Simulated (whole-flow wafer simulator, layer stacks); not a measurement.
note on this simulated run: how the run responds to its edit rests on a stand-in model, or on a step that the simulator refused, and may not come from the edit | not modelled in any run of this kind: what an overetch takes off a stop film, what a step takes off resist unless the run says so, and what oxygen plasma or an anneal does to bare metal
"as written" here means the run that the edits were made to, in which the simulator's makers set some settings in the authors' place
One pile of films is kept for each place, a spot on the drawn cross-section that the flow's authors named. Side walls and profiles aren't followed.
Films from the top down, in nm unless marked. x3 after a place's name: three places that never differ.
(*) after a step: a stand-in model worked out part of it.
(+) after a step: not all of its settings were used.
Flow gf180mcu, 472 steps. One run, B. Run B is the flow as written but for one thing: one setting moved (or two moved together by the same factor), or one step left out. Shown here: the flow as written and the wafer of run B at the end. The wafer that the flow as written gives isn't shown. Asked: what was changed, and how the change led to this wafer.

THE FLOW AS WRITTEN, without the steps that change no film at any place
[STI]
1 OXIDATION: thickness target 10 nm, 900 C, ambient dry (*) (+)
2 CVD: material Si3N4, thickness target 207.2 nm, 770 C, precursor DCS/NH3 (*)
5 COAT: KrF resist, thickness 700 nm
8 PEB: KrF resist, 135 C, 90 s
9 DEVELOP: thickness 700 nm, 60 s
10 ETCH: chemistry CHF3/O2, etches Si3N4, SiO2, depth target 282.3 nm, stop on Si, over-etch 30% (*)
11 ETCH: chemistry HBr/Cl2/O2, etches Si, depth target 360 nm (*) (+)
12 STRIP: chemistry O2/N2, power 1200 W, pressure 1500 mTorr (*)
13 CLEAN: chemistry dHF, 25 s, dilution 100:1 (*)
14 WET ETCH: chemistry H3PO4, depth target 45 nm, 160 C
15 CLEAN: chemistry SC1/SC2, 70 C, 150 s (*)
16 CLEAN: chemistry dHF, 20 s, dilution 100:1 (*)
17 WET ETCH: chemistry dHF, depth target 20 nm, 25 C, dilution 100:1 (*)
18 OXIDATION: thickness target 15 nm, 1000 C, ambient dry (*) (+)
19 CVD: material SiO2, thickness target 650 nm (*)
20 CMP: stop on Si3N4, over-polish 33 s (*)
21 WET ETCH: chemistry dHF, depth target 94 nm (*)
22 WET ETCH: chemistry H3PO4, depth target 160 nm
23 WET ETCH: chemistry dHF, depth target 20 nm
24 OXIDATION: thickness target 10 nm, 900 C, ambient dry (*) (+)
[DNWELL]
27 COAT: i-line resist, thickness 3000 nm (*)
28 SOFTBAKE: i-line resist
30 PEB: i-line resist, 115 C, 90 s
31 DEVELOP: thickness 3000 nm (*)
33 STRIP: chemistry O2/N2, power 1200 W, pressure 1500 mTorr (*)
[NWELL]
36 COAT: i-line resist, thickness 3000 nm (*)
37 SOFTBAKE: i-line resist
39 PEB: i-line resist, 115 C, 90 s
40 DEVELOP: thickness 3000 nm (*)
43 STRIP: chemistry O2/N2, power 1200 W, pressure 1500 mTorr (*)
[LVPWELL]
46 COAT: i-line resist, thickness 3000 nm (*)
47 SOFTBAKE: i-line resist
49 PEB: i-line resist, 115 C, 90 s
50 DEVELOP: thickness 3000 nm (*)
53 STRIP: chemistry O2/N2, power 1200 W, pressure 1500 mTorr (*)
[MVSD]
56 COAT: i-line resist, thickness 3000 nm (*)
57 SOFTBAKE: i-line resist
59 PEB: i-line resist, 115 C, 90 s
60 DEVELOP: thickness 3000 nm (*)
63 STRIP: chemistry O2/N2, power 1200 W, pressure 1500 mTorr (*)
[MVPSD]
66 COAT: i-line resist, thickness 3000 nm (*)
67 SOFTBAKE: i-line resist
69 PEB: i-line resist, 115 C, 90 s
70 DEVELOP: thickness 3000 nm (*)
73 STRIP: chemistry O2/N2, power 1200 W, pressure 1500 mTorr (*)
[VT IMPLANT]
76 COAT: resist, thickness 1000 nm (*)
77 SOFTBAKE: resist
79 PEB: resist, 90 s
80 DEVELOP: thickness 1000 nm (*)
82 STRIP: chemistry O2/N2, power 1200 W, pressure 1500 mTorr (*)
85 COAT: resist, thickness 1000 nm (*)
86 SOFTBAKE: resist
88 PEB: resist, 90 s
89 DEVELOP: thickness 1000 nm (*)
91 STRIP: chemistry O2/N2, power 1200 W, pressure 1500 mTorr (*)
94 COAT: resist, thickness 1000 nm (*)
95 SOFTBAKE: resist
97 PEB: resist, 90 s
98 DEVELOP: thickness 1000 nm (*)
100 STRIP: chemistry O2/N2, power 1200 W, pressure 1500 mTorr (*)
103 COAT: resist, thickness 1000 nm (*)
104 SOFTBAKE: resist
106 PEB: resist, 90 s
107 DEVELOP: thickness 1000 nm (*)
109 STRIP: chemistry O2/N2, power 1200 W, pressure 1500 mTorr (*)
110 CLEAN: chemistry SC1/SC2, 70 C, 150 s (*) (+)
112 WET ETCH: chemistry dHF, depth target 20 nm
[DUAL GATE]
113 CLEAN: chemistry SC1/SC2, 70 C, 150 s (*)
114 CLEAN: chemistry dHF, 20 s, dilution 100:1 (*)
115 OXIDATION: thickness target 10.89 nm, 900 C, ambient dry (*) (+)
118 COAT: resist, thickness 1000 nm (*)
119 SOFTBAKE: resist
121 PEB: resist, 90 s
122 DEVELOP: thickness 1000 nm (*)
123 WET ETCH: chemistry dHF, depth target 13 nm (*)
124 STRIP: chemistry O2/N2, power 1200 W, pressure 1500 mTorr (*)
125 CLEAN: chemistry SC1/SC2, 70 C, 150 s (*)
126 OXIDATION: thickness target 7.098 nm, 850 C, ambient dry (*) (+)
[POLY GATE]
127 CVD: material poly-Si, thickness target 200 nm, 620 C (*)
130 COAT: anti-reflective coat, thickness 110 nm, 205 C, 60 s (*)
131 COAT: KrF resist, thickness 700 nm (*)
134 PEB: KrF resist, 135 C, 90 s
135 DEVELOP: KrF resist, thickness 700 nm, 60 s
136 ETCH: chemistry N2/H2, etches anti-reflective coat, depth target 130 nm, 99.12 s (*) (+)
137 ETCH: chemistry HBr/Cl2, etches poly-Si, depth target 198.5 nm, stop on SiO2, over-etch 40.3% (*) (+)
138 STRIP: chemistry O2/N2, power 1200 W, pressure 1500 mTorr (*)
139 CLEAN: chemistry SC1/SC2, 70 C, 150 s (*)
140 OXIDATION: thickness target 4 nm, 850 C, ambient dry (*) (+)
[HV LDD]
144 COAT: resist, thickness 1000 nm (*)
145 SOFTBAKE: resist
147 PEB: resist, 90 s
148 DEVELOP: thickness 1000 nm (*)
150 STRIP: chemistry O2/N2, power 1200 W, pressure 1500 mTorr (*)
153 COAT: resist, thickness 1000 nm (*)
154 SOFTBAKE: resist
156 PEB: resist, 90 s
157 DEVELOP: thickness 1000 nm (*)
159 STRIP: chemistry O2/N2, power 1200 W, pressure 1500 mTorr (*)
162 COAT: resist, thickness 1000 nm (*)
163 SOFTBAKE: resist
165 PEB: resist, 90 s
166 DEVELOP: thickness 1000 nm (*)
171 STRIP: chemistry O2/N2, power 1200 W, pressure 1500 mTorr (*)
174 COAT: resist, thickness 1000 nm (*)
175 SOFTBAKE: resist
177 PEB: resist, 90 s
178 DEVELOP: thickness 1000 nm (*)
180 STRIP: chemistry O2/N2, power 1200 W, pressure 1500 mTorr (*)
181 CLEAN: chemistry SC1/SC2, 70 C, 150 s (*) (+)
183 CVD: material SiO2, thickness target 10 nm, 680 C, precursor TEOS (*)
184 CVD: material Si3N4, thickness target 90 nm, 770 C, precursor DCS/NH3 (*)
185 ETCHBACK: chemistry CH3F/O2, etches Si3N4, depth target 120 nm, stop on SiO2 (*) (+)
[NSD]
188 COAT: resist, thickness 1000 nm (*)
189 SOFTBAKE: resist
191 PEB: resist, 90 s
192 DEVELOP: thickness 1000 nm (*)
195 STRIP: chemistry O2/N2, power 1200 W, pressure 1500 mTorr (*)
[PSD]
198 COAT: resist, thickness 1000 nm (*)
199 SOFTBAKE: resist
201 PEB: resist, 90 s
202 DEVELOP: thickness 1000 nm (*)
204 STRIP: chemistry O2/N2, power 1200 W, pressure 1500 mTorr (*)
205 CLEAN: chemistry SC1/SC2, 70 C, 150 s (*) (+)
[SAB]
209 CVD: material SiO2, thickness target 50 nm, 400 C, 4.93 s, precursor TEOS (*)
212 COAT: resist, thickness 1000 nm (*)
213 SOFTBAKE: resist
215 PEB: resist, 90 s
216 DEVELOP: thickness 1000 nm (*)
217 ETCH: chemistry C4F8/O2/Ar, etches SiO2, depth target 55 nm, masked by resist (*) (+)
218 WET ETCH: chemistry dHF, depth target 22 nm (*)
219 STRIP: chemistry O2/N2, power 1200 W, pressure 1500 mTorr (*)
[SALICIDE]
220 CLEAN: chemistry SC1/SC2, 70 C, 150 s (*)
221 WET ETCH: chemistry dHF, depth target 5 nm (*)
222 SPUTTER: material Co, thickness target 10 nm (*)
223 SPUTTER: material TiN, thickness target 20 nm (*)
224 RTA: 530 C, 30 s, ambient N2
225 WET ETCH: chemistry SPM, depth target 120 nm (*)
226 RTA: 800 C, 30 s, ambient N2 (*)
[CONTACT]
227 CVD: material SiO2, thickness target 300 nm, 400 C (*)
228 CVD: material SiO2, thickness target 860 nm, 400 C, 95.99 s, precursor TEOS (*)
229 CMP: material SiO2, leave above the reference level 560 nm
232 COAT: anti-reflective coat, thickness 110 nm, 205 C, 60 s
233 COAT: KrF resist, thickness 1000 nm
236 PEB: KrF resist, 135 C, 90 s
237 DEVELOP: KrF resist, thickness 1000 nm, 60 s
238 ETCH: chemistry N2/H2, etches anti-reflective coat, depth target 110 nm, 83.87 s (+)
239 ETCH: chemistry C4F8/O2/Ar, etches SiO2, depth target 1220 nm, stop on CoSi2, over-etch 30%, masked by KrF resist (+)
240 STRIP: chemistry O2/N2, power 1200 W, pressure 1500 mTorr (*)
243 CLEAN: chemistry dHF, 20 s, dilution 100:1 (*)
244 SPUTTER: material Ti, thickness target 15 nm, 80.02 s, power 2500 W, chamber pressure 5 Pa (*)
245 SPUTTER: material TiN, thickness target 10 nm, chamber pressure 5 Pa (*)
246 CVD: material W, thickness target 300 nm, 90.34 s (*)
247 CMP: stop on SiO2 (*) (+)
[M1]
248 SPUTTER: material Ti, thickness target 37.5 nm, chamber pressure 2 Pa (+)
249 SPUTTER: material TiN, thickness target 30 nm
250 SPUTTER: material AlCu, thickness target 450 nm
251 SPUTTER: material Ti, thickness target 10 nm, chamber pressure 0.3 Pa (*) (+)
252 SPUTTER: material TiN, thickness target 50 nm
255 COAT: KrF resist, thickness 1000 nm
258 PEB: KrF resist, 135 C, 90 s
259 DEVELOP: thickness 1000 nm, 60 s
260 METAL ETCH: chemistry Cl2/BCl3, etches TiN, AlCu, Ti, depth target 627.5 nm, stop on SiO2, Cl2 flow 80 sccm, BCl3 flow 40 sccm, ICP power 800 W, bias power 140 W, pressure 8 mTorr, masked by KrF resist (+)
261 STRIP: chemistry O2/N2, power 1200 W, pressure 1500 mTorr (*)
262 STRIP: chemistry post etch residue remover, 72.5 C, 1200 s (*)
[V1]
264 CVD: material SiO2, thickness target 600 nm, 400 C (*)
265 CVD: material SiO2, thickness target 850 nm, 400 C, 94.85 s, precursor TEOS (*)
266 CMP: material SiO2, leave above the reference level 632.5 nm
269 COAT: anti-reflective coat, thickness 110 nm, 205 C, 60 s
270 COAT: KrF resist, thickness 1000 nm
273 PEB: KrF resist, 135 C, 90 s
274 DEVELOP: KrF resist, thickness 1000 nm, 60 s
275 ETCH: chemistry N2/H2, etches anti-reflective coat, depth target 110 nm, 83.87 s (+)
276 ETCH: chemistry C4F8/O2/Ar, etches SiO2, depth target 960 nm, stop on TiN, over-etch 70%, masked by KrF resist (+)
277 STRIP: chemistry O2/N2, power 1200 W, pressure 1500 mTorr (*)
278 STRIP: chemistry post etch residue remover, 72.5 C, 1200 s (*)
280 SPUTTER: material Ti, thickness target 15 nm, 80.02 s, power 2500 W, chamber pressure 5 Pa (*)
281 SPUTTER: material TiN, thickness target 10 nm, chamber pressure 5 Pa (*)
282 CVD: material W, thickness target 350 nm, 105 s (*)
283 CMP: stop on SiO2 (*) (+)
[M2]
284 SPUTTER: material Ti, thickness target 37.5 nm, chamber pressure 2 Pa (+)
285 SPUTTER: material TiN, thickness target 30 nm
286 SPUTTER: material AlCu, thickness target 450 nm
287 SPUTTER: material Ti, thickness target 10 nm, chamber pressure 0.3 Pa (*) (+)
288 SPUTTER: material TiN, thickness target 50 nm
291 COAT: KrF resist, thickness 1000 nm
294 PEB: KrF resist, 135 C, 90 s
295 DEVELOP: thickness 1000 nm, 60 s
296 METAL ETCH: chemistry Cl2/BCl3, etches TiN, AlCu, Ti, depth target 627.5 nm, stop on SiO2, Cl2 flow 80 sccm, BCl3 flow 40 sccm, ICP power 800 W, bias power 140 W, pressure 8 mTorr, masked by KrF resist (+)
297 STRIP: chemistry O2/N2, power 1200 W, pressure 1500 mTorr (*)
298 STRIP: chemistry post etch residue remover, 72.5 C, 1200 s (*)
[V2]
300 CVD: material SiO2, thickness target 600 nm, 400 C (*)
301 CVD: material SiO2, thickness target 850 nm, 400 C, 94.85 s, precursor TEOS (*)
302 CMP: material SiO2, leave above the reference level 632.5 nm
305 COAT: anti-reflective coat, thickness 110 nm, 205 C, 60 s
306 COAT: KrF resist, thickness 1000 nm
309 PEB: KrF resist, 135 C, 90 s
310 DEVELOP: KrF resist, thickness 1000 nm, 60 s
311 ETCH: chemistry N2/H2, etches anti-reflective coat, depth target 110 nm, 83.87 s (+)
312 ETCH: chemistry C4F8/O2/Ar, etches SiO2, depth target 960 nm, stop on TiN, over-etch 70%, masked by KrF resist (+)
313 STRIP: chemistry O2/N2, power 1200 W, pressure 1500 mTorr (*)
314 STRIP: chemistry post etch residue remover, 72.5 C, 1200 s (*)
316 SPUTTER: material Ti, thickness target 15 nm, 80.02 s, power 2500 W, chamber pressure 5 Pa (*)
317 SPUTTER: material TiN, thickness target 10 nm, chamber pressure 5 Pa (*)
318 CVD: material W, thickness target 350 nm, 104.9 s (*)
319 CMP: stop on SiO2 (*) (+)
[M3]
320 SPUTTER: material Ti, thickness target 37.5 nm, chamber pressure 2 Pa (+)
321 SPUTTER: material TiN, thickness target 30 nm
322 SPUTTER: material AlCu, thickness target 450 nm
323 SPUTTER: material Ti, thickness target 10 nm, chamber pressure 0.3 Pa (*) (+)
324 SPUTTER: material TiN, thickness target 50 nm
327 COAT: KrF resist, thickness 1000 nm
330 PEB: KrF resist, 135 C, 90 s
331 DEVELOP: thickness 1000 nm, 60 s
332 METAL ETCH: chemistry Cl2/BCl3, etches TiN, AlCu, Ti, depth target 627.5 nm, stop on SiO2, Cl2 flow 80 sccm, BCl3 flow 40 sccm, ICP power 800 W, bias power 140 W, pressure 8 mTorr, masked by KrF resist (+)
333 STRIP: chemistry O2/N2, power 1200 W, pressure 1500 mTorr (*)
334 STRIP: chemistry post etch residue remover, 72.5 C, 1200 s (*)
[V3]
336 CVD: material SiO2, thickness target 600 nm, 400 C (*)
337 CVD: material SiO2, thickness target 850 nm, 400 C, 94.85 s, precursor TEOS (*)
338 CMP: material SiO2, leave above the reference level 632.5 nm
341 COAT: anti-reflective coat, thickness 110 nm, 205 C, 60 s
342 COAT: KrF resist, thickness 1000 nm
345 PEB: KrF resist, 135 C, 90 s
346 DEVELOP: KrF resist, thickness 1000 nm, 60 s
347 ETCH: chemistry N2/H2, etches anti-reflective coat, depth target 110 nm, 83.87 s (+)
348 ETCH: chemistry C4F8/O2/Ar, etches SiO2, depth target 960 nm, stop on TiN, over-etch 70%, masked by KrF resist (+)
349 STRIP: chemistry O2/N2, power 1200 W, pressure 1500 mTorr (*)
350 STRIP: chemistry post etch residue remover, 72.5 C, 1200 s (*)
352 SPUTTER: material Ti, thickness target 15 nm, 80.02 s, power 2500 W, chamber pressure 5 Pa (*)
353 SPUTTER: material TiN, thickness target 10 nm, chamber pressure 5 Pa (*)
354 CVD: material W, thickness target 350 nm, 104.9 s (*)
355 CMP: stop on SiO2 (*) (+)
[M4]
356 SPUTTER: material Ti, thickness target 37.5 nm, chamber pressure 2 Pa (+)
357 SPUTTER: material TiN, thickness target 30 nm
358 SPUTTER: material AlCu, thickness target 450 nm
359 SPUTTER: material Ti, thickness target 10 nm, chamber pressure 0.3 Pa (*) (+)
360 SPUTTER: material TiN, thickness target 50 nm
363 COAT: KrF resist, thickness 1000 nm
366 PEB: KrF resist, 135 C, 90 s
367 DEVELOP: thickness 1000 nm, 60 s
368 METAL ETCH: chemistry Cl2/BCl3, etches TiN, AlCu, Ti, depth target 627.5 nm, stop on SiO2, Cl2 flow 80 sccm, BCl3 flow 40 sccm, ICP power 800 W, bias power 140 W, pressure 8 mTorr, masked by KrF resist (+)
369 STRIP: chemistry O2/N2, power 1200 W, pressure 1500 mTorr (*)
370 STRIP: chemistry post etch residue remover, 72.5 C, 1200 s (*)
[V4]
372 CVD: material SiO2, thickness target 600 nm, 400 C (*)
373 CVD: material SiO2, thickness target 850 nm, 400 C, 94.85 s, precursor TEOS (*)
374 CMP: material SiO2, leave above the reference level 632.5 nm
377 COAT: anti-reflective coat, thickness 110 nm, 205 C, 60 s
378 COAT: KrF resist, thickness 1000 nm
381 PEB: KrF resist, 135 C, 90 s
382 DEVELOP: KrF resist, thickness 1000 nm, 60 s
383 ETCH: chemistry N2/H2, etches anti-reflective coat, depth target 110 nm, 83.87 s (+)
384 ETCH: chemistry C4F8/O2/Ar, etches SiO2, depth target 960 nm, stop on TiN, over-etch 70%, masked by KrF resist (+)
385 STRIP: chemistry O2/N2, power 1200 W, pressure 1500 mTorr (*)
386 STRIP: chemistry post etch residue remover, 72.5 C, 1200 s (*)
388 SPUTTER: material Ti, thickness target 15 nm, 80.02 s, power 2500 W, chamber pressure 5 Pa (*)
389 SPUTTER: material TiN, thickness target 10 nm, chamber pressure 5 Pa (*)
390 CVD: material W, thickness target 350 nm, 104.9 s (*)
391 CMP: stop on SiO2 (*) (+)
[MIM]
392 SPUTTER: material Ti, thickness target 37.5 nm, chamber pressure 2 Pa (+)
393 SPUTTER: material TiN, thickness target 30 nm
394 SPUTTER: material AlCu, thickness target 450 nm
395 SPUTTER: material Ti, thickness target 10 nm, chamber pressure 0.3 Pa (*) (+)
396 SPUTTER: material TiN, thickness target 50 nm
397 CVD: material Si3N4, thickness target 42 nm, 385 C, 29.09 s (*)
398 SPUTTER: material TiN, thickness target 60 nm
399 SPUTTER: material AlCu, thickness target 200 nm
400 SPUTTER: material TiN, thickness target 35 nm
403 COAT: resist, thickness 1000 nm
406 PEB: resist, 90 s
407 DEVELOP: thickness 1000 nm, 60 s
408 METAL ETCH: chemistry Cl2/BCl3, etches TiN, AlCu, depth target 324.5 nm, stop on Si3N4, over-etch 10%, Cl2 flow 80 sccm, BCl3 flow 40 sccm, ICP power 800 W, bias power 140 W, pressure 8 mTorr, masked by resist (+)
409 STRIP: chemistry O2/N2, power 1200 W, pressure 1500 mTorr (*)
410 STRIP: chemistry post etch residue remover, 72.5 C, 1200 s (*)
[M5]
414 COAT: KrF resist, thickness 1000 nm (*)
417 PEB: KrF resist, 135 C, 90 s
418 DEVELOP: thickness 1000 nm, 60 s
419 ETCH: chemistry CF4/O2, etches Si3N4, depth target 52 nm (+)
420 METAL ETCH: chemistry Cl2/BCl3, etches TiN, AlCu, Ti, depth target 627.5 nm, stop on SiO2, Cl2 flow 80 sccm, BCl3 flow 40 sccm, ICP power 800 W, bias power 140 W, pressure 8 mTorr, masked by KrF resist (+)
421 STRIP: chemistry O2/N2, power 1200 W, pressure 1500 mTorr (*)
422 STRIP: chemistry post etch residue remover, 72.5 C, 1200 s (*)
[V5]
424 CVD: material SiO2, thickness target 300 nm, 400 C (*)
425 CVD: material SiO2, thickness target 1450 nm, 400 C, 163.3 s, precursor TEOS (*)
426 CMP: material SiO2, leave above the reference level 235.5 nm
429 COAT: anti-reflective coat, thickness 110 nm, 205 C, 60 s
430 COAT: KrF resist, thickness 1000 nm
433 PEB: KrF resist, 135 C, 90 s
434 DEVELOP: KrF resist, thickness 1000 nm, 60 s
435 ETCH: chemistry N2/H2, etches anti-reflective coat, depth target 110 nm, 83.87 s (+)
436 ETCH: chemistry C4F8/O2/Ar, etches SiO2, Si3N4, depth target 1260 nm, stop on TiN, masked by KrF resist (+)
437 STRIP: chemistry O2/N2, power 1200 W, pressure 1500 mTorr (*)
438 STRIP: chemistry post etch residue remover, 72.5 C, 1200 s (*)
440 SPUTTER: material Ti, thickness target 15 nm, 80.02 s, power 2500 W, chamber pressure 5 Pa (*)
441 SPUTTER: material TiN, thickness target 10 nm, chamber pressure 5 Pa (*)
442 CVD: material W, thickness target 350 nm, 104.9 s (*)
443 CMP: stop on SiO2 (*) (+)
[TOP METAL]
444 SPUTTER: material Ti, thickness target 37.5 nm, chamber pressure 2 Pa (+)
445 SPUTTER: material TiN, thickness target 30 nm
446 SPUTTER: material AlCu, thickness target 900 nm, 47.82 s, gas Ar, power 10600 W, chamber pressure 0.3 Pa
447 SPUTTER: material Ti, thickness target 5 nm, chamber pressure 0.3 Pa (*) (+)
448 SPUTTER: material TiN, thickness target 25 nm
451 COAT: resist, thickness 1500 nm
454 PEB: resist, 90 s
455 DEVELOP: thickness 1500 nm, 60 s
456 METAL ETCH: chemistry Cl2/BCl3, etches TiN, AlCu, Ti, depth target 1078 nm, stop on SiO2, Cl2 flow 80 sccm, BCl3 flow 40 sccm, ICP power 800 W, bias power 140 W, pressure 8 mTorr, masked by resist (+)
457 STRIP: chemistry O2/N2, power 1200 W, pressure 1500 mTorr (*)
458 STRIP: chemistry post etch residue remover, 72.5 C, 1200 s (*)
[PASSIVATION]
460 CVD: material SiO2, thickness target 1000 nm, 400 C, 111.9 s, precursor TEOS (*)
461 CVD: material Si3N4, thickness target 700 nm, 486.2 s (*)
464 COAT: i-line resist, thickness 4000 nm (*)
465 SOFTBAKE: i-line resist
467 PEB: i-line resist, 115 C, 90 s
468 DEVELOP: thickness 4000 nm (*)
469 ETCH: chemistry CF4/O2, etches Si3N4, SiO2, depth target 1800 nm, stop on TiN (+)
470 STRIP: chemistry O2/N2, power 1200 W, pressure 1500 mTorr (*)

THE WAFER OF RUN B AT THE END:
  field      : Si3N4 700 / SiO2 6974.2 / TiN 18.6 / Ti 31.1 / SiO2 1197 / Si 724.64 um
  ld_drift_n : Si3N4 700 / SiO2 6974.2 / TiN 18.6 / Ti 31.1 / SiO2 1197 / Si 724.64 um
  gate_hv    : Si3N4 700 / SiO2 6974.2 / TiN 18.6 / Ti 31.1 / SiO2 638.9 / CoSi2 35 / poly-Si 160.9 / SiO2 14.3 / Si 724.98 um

The cause: step 248, SPUTTER: thickness target 31.1 nm was run, where the flow has thickness target 37.5 nm; step 260, METAL ETCH: depth target 521 nm was run, where the flow has depth target 627.5 nm.

How the change led to this, step by step:
  248 SPUTTER: material Ti, thickness target 37.5 nm, chamber pressure 2 Pa (+)
      field, field__w1, field__w2 and 108 more: Ti +31.1 (new film) (as written it would be: Ti +37.5 (new film))
  260 METAL ETCH: chemistry Cl2/BCl3, etches TiN, AlCu, Ti, depth target 627.5 nm, stop on SiO2, Cl2 flow 80 sccm, BCl3 flow 40 sccm, ICP power 800 W, bias power 140 W, pressure 8 mTorr, masked by KrF resist (+)
      field, field__w1, field__w2 and 99 more: TiN -50 (all of it), Ti -10 (all of it), AlCu -450 (all of it), TiN -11 (as written it would be: TiN -50 (all of it), Ti -10 (all of it), AlCu -450 (all of it), TiN -30 (all of it), Ti -37.5 (all of it))
      field__w8, contact, m1 and 6 more: KrF resist -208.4 (as written it would be: KrF resist -251)
  261 STRIP: chemistry O2/N2, power 1200 W, pressure 1500 mTorr (*)
      field__w8, contact, m1 and 6 more: KrF resist -770 (all of it) (as written it would be: KrF resist -727.4 (all of it))
  264 CVD: material SiO2, thickness target 600 nm, 400 C (*)
      field, field__w1, field__w2 and 99 more: SiO2 +600 (new film) (as written it would be: SiO2 +600)
  266 CMP: material SiO2, leave above the reference level 632.5 nm
      field, field__w1, field__w2 and 99 more: SiO2 -356.1 (as written it would be: SiO2 -300)
Counting metal films that touch as one body, field has 1 body; the flow as written gives 0 bodies.
Counting metal films that touch as one body, ld_drift_n has 1 body; the flow as written gives 0 bodies.
Counting metal films that touch as one body, gate_hv has 2 bodies (between them, from the top down: SiO2 638.9); the flow as written gives 1 body.
